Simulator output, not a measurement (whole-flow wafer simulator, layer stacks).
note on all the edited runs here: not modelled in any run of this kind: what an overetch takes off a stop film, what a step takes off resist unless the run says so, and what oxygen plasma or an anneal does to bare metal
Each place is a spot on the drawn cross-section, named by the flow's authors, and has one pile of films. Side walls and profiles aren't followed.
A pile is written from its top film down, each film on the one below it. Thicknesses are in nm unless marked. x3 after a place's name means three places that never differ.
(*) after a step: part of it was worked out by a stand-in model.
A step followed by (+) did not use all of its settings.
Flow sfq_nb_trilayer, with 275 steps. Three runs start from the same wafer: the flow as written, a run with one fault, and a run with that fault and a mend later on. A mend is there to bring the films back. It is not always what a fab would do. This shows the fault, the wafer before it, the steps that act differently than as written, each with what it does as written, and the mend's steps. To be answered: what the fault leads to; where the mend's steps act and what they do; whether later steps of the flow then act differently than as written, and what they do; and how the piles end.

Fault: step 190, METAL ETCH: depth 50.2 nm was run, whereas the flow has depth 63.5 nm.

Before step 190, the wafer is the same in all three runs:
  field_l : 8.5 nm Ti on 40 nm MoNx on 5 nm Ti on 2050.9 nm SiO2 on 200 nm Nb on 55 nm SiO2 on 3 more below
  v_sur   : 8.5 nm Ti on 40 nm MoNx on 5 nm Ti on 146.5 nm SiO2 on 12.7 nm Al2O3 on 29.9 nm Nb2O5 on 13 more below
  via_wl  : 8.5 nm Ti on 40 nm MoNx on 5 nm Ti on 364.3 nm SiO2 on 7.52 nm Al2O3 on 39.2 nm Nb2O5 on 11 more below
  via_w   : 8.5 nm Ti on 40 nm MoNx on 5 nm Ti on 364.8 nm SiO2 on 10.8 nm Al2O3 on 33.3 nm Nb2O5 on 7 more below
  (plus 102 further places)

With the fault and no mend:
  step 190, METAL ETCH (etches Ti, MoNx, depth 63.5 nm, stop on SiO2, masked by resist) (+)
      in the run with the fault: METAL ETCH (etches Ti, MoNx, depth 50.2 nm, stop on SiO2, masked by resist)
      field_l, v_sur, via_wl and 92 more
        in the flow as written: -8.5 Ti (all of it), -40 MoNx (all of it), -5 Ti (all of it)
        in the run with the fault: -8.5 Ti (all of it), -40 MoNx (all of it), -1.7 Ti
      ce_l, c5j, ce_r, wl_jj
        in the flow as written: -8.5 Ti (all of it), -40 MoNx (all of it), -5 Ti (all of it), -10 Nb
        in the run with the fault: -8.5 Ti (all of it), -40 MoNx (all of it), -1.7 Ti
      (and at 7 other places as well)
  Steps further on in the flow that do not act as written (not shown: 13 more steps that differ only slightly, by at most 2% or 0.5 nm, whichever is larger):
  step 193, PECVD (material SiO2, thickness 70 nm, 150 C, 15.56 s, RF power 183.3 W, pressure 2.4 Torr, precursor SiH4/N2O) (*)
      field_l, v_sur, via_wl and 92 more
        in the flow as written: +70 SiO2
        in the run with the fault: +70 SiO2 (new film)
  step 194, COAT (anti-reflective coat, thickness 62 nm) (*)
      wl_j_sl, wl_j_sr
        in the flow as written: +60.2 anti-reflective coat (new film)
        in the run with the fault: +62 anti-reflective coat (new film)
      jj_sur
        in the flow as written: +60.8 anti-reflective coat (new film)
        in the run with the fault: +62.7 anti-reflective coat (new film)
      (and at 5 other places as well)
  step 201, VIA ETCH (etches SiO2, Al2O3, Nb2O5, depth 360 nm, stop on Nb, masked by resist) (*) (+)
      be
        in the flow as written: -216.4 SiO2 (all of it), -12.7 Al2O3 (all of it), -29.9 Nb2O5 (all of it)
        in the run with the fault: -69.8 SiO2 (all of it), -3.3 Ti (all of it), -146.5 SiO2 (all of it), -12.7 Al2O3 (all of it), -29.9 Nb2O5 (all of it)
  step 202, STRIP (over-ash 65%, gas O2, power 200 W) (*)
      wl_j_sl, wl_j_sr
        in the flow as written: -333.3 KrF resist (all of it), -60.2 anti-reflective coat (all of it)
        in the run with the fault: -333.1 KrF resist (all of it), -62 anti-reflective coat (all of it)
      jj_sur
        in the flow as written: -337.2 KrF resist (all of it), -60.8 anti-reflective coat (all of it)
        in the run with the fault: -336.7 KrF resist (all of it), -62.7 anti-reflective coat (all of it)
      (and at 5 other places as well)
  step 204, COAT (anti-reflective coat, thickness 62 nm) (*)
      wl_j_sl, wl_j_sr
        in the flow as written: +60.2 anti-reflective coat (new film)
        in the run with the fault: +62 anti-reflective coat (new film)
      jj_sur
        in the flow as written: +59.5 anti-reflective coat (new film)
        in the run with the fault: +61.3 anti-reflective coat (new film)
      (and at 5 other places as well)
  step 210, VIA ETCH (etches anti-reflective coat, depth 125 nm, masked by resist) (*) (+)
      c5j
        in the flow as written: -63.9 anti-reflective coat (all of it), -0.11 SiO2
        in the run with the fault: -61.3 anti-reflective coat (all of it), -0.12 SiO2
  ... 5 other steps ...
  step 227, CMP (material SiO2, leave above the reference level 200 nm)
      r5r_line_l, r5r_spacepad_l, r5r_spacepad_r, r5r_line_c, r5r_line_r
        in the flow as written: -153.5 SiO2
        in the run with the fault: -150.2 SiO2
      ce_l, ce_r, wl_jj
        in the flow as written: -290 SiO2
        in the run with the fault: -300 SiO2
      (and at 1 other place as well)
  At field_l, v_sur, via_wl and 98 more, the piles at the end differ from the flow's by more than 2% or 0.5 nm, whichever is larger.
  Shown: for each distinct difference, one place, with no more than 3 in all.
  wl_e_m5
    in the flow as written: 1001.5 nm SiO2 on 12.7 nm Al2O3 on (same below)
    in the run with the fault: 855 nm SiO2 on 3.3 nm Ti on 146.5 nm SiO2 on 12.7 nm Al2O3 on (same below)
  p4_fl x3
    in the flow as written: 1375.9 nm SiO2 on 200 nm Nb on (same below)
    in the run with the fault: 855 nm SiO2 on 3.3 nm Ti on 520.9 nm SiO2 on 200 nm Nb on (same below)
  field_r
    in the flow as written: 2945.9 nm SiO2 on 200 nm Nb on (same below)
    in the run with the fault: 855 nm SiO2 on 3.3 nm Ti on 2090.9 nm SiO2 on 200 nm Nb on (same below)

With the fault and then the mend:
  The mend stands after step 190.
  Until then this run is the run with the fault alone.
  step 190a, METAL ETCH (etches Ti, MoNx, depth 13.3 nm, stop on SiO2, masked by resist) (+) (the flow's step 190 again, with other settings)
      field_l, v_sur, via_wl and 92 more
        -3.3 Ti (all of it)
      be_r, r_sur, res, r_end, r5r_line_l, r5r_line_c, r5r_line_r
        -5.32 KrF resist
      ce_l, c5j, ce_r, wl_jj
        -3.3 Ti (all of it), -10 Nb
  None of the later steps of the flow acts differently than as written at any place that is followed.
  By the end, the piles equal the flow's at every place that both follow.
